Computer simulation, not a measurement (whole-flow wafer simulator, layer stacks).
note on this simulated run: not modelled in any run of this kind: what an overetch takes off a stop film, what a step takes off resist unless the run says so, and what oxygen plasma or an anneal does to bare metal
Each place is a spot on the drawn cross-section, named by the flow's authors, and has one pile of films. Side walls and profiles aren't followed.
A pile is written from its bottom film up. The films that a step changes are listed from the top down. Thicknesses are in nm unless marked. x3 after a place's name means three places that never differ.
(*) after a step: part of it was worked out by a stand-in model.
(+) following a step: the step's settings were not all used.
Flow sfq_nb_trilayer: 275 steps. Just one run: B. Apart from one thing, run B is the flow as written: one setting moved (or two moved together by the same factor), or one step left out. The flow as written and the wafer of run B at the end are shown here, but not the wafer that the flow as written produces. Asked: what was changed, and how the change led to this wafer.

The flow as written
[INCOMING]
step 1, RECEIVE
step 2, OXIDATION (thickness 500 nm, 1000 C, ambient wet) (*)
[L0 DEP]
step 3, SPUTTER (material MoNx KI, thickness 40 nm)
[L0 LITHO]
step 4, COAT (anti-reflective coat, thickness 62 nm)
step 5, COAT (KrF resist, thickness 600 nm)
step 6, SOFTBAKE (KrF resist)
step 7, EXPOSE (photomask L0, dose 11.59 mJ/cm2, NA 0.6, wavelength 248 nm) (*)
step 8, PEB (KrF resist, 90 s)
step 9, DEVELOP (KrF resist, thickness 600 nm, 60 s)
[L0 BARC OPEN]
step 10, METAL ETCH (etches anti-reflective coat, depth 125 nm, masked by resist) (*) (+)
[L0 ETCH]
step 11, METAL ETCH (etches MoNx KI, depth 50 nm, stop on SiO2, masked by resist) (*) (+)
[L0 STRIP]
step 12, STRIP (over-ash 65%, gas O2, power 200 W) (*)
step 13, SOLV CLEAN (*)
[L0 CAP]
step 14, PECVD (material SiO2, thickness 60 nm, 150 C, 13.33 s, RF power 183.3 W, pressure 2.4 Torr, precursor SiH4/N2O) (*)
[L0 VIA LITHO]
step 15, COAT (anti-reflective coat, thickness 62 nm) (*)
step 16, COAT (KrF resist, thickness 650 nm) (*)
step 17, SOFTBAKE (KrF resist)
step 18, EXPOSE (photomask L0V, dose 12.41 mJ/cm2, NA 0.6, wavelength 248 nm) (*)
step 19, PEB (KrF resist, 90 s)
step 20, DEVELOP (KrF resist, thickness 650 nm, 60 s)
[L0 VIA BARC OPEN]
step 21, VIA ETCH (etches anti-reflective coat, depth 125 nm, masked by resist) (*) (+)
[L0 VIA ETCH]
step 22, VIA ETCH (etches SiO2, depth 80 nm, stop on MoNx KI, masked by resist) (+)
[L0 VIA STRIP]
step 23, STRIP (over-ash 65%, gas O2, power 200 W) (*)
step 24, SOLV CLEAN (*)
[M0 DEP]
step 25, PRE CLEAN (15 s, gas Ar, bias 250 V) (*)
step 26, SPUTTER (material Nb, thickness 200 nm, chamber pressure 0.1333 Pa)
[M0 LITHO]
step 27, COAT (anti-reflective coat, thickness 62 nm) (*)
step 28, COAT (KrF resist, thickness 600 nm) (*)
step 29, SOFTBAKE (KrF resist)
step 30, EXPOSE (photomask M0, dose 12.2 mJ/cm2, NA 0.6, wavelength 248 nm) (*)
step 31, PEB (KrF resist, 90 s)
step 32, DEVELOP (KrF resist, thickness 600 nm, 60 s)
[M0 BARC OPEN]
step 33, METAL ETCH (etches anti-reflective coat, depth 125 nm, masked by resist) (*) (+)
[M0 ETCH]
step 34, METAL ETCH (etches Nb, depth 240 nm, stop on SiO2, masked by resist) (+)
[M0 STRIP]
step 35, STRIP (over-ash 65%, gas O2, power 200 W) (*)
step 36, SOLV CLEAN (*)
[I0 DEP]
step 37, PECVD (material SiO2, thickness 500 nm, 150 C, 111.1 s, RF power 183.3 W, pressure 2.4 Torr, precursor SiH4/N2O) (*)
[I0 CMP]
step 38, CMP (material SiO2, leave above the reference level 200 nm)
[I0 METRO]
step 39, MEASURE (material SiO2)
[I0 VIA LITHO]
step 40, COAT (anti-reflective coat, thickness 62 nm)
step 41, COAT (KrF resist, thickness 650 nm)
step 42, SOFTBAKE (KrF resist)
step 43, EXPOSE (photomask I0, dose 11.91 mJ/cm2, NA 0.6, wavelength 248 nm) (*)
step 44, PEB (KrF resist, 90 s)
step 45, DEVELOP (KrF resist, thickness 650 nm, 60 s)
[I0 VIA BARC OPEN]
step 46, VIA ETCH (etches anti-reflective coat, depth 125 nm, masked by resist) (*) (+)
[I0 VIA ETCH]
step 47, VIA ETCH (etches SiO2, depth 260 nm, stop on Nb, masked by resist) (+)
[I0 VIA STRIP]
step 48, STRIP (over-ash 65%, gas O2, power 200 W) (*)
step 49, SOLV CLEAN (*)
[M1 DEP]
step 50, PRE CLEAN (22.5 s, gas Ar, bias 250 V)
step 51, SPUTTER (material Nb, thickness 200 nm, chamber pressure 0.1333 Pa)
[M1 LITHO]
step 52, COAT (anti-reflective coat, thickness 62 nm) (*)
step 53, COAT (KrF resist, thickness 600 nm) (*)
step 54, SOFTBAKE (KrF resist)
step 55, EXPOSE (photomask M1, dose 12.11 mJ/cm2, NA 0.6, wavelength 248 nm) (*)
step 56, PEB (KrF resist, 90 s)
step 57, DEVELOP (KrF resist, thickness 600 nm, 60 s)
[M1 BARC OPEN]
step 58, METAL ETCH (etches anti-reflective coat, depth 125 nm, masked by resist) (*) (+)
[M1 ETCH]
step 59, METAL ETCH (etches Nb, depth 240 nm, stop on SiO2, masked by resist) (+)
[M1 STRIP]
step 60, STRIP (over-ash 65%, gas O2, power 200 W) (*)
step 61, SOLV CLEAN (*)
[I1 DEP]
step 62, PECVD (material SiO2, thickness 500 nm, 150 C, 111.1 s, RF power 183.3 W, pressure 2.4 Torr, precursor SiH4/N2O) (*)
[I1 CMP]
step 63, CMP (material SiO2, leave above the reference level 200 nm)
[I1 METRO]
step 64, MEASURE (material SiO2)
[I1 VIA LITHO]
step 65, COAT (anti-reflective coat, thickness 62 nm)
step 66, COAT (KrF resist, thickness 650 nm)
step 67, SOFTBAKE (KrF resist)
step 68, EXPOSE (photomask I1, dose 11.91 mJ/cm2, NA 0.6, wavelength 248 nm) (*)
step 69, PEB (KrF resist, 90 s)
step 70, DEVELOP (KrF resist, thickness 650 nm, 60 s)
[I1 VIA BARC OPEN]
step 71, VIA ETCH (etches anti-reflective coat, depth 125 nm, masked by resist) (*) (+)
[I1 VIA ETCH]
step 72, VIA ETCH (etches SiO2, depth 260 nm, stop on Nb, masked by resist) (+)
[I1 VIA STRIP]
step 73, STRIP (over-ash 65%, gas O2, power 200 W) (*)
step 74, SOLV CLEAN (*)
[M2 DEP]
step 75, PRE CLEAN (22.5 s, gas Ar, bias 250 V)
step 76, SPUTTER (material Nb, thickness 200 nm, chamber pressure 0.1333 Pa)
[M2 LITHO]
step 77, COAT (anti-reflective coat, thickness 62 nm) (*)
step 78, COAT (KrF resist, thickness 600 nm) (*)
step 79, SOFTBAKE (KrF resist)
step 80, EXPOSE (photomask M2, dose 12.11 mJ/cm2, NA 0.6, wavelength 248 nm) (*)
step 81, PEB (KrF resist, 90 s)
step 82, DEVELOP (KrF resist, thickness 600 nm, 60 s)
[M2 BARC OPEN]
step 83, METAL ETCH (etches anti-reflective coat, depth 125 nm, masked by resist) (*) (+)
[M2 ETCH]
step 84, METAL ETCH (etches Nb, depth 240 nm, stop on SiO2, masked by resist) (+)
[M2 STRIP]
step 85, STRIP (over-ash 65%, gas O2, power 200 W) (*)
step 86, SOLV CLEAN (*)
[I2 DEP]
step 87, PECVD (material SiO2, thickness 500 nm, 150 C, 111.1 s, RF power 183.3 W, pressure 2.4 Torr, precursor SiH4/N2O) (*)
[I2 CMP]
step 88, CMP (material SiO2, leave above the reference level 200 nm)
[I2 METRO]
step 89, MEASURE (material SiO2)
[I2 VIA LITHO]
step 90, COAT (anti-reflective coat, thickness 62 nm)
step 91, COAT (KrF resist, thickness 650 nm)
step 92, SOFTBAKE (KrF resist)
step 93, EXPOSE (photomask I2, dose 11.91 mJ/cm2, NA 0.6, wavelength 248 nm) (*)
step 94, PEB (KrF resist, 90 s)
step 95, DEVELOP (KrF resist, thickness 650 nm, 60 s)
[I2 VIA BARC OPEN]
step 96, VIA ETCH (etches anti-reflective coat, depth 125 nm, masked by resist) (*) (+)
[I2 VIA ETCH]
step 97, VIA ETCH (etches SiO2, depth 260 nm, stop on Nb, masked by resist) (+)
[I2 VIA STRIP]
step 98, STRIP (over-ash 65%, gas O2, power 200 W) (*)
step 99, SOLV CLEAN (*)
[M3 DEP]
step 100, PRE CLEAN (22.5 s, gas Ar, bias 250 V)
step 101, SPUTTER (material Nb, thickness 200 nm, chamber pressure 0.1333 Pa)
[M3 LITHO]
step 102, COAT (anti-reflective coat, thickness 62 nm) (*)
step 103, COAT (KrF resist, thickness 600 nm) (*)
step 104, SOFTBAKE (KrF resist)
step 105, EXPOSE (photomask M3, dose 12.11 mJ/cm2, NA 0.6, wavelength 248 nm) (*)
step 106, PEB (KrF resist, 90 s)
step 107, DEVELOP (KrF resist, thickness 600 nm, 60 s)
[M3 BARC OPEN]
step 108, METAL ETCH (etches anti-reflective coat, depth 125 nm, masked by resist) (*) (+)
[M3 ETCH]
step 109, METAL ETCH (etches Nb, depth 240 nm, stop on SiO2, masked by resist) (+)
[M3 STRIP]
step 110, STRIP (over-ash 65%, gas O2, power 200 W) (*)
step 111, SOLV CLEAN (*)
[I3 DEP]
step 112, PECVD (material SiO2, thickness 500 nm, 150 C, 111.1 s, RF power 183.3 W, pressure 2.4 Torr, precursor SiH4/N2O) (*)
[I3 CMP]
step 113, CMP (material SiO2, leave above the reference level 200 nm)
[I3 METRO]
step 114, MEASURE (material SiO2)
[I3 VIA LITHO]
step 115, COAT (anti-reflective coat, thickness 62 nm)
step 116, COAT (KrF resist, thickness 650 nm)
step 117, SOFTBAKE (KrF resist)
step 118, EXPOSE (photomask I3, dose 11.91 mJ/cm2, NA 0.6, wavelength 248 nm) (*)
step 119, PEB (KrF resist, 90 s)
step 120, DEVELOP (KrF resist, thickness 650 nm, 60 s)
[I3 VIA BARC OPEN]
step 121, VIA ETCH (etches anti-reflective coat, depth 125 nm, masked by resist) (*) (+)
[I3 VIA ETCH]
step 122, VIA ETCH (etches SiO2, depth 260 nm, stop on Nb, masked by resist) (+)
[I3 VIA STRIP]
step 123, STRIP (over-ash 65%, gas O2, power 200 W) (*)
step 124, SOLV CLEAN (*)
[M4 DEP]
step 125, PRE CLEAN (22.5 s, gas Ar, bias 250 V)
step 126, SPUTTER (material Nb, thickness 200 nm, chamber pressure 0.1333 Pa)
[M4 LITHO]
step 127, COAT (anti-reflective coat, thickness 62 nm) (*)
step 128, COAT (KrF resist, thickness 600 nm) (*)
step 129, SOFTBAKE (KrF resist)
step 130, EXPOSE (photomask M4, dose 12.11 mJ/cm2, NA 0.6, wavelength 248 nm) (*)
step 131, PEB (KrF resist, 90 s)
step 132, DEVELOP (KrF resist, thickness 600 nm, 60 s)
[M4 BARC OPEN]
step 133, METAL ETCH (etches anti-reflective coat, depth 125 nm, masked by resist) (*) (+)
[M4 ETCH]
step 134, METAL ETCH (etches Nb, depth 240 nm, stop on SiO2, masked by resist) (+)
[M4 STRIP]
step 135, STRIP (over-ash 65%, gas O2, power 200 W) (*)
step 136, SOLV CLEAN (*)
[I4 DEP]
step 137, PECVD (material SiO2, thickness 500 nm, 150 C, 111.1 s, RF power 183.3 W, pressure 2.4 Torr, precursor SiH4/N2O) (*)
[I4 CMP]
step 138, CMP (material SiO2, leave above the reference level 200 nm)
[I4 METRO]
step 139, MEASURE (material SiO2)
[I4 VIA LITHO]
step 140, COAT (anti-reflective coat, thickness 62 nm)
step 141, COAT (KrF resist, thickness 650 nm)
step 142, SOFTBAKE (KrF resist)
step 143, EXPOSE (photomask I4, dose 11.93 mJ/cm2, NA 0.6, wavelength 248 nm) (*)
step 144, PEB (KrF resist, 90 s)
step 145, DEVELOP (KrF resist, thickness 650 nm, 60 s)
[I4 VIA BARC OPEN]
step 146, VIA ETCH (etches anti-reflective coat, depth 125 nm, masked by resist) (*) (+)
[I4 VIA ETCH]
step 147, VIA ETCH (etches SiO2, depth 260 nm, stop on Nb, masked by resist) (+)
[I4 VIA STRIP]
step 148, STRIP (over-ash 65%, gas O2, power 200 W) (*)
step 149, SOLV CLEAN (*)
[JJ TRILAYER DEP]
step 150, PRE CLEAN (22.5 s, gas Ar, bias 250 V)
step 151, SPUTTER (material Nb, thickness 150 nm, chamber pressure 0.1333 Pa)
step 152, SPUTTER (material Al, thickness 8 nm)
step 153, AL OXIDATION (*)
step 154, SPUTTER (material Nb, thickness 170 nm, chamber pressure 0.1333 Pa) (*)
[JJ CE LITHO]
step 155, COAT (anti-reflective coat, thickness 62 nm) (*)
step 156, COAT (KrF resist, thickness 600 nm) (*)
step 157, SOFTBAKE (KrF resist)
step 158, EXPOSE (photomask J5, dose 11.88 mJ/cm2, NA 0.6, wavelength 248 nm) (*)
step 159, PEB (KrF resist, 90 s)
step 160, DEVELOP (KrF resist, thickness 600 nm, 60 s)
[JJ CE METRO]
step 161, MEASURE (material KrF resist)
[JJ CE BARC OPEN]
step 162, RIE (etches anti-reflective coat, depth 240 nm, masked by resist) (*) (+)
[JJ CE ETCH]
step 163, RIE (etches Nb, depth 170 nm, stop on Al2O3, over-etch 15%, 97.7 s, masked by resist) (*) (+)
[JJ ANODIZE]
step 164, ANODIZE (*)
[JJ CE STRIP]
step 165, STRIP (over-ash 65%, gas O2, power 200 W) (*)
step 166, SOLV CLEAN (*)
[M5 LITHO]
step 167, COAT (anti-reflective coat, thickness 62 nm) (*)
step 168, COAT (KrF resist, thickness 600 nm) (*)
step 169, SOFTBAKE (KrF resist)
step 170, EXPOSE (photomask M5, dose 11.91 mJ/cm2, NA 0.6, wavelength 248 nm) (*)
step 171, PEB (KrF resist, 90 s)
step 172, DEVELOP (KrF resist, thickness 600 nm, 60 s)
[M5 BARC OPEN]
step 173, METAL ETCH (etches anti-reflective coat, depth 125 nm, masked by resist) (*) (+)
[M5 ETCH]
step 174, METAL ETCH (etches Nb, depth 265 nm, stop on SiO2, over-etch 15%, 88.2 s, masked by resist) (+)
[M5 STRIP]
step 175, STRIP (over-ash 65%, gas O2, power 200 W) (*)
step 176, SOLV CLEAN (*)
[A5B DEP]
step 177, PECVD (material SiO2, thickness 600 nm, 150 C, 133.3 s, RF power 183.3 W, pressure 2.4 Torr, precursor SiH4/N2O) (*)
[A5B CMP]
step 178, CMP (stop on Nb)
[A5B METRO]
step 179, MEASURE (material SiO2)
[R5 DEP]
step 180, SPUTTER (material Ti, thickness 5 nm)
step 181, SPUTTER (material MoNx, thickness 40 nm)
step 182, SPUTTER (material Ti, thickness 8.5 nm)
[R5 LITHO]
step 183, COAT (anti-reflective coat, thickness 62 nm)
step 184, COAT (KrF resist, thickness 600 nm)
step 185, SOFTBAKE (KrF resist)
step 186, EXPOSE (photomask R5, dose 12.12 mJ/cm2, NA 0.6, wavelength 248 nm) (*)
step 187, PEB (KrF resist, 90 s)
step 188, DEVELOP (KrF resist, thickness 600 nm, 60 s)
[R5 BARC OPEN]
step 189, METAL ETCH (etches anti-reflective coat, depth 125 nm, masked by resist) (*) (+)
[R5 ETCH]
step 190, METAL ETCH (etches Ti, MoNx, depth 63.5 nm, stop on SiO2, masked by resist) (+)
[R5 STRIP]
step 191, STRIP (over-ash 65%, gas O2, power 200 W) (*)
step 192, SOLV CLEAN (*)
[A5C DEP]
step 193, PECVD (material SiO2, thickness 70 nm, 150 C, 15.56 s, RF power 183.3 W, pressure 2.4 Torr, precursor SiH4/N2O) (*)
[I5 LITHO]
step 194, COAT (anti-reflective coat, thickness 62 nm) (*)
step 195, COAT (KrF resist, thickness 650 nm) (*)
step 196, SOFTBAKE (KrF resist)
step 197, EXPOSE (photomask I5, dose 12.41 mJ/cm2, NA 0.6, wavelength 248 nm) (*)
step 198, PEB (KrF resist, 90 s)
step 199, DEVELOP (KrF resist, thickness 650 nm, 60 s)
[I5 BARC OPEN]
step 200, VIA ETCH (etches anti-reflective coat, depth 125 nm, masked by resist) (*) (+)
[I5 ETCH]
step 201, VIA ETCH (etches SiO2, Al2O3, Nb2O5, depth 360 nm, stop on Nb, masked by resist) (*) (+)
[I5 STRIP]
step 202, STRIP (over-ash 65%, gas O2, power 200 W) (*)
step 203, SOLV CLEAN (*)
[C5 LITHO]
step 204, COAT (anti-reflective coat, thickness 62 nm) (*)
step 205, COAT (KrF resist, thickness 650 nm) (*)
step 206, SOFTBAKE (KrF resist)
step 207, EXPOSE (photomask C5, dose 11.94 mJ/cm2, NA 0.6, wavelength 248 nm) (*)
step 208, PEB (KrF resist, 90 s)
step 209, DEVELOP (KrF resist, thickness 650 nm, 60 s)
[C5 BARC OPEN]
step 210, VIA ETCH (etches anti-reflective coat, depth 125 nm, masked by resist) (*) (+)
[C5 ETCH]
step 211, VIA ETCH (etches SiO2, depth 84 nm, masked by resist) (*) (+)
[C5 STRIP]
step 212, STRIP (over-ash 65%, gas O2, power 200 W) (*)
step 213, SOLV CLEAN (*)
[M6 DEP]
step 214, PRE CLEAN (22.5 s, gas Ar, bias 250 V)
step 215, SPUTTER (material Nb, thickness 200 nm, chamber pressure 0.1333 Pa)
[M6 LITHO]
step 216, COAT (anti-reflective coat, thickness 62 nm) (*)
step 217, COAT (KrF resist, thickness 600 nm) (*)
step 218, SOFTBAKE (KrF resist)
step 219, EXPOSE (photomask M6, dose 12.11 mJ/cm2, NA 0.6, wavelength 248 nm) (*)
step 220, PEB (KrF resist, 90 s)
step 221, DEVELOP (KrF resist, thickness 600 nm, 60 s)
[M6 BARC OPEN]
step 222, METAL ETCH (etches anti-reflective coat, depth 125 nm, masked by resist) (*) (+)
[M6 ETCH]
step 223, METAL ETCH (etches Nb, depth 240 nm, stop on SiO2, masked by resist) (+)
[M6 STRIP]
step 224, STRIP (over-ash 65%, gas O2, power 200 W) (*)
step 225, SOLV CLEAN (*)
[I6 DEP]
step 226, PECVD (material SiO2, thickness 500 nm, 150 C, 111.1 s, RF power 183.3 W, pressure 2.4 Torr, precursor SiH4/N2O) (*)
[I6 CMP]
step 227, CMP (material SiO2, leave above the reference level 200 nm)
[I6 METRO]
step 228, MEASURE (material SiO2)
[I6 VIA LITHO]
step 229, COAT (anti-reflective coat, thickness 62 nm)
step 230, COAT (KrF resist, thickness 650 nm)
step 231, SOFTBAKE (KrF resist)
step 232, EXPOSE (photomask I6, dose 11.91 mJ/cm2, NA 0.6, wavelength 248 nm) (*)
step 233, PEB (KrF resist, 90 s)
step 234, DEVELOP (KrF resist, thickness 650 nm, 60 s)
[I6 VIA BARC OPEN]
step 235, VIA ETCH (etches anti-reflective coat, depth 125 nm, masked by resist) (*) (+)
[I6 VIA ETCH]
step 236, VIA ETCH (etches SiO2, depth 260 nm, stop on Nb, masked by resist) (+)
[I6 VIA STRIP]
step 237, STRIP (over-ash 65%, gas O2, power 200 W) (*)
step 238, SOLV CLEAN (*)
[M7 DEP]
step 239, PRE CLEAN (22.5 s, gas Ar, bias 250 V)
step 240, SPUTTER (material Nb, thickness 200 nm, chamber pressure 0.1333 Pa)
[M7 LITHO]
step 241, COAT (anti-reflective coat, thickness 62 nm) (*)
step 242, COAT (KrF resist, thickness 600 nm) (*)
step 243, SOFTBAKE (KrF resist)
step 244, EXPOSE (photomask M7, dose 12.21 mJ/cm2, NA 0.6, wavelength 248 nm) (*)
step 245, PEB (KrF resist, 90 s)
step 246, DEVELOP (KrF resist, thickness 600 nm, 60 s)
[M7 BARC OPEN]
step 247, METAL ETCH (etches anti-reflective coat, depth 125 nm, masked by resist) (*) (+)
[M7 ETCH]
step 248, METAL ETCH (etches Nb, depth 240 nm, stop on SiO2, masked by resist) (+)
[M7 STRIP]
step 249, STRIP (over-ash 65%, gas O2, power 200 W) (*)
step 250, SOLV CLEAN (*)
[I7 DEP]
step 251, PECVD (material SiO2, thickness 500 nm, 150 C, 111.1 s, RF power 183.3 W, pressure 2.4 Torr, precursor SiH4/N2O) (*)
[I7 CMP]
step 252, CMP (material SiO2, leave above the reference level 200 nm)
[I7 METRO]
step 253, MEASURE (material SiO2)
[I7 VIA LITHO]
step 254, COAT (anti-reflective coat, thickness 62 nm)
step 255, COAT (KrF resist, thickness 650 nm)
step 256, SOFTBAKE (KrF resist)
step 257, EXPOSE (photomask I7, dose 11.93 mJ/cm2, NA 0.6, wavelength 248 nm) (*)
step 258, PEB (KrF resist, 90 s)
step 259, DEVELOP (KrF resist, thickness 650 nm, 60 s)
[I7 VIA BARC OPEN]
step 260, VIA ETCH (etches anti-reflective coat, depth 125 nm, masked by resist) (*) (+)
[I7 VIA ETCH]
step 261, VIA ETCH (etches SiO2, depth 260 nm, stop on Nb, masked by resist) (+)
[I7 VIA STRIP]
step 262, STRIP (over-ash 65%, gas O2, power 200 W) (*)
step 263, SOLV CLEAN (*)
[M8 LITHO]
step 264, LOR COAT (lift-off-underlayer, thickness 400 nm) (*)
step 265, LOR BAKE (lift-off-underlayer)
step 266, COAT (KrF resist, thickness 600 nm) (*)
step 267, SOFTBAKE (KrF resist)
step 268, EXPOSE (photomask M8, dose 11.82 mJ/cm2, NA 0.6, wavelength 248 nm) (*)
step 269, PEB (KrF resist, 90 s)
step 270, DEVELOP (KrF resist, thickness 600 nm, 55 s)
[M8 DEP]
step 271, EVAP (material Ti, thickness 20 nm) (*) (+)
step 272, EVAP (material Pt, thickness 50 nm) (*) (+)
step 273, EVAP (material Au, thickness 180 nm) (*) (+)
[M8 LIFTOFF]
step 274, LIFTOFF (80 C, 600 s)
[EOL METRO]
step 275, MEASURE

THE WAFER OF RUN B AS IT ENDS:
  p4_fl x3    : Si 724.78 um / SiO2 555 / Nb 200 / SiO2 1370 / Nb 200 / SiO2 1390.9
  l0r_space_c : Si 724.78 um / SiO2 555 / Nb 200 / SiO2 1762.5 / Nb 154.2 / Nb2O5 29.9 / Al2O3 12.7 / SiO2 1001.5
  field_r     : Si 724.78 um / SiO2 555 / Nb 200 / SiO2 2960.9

What caused this: step 151, SPUTTER: thickness 165 nm was run, though the flow has thickness 150 nm.

Step by step, how the change led to this:
  step 151, SPUTTER (material Nb, thickness 150 nm, chamber pressure 0.1333 Pa)
      field_l, v_sur, via_sp and 100 more: +165 Nb (new film) (as written it would have been: +150 Nb (new film))
      via_wl, via_w, via_wr: +143.5 Nb (as written it would have been: +130.4 Nb)
  step 174, METAL ETCH (etches Nb, depth 265 nm, stop on SiO2, over-etch 15%, 88.2 s, masked by resist) (+)
      field_l, r_sur, res and 50 more: -12.6 Al2O3 (all of it), -29.9 Nb2O5 (all of it), -154.2 Nb (all of it), -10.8 SiO2 (as written it would have been: -12.6 Al2O3 (all of it), -29.9 Nb2O5 (all of it), -139.2 Nb (all of it), -12.3 SiO2)
  step 178, CMP (stop on Nb)
      field_l, p4_fl x3, p4_w1 x9 and 29 more: -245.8 SiO2 (as written it would have been: -259.3 SiO2)
      r_sur, res, r_end, moat, field_r, lsp_l: -238.3 SiO2 (as written it would have been: -252.3 SiO2)
      (and at 5 other places as well)
